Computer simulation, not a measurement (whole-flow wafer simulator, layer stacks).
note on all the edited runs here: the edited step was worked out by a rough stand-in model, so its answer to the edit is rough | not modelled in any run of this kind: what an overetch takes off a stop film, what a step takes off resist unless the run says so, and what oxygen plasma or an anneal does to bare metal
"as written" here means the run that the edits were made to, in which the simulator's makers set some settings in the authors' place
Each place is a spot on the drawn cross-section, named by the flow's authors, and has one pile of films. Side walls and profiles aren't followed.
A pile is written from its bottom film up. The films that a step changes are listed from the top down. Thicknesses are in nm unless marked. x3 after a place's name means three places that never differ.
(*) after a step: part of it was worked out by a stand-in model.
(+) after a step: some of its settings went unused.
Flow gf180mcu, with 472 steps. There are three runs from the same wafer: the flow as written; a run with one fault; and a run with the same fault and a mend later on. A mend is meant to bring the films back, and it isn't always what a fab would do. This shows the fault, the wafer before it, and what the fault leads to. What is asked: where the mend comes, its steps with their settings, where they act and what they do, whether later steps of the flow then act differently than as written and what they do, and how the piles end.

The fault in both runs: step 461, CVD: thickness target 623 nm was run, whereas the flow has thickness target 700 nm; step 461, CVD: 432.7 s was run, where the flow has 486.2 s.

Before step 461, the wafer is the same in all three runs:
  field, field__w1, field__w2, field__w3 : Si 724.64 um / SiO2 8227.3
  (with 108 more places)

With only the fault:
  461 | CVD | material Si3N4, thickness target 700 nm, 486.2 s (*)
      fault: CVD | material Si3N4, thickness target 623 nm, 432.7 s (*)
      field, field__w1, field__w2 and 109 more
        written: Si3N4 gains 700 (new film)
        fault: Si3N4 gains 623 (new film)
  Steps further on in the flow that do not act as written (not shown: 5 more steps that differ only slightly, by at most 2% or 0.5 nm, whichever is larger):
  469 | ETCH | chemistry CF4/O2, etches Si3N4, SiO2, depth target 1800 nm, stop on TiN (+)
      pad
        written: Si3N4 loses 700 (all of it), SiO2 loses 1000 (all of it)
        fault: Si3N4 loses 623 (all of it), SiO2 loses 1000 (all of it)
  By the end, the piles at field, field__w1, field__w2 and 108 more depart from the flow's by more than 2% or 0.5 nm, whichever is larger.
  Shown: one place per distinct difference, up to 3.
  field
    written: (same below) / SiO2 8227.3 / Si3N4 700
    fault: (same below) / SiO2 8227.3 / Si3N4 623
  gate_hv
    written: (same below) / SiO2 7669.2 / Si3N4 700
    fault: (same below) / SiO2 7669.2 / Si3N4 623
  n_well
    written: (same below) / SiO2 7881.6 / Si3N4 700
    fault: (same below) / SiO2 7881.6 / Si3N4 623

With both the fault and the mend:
  After step 468 comes the mend.
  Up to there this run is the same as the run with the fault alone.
  468a | STRIP | chemistry O2/N2, power 2160 W, pressure 1700 mTorr (*)
      iso_ptap_pw, iso_ntap_nw, iso_nw_fld and 33 more
        i-line resist loses 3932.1 (all of it)
      p_well, sti, spacer, sd_n, mim_1p0, dice_street
        i-line resist loses 3938.2 (all of it)
      field__w2, field__w3, field__w12
        i-line resist loses 3986.1 (all of it)
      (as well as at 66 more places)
  468b | CVD | material Si3N4, thickness target 77 nm, 53.48 s (*) (a further turn of the flow's step 461, with different settings)
      field, field__w1, field__w2 and 109 more
        Si3N4 gains 77.1
  468c | HMDS | 120 C, 60 s (a further turn of the flow's step 463)
      alters no film at any place that is followed
  468d | COAT | i-line resist, thickness 4000 nm (*) (a further turn of the flow's step 464)
      iso_ptap_pw, iso_ntap_nw, iso_nw_fld and 33 more
        i-line resist gains 4000 (new film)
      p_well, sti, spacer, sd_n, mim_1p0, dice_street
        i-line resist gains 4006.3 (new film)
      field__w5, field__w9, field__w11, gate_p_hv, nplus_u
        i-line resist gains 4017 (new film)
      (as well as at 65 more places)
  468e | SOFTBAKE | i-line resist (a further turn of the flow's step 465)
      field__w2, field_sub__w3, field_sub__w4
        i-line resist gains 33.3
      field__w11, field__w13, ppoly_u
        i-line resist gains 37.5
      field__w6, field_sub
        i-line resist gains 32.7
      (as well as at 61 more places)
  468f | EXPOSE | photomask Pad (a further turn of the flow's step 466)
      alters no film at any place that is followed
  468g | PEB | i-line resist, 115 C, 93.9 s (a further turn of the flow's step 467)
      iso_ptap_pw, iso_ntap_nw, iso_nw_fld and 33 more
        i-line resist loses 67.9
      field, field__w2, field__w3 and 25 more
        i-line resist loses 68.8
      field_sub, field_sub__w1, field_sub__w2 and 23 more
        i-line resist loses 68.7
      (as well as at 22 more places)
  468h | DEVELOP | thickness 4000 nm (*) (a further turn of the flow's step 468)
      field__w12, field_sub__w1, field_sub__w3 and 21 more
        i-line resist loses 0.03
      pad
        i-line resist loses 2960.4 (all of it)
  Later steps of the flow that are run all act as written at every place that is followed, up to a difference of at most 2% or 0.5 nm, whichever is larger.
  The piles end only slightly different from the flow's at the places that both follow, by no more than 2% or 0.5 nm, whichever is larger.
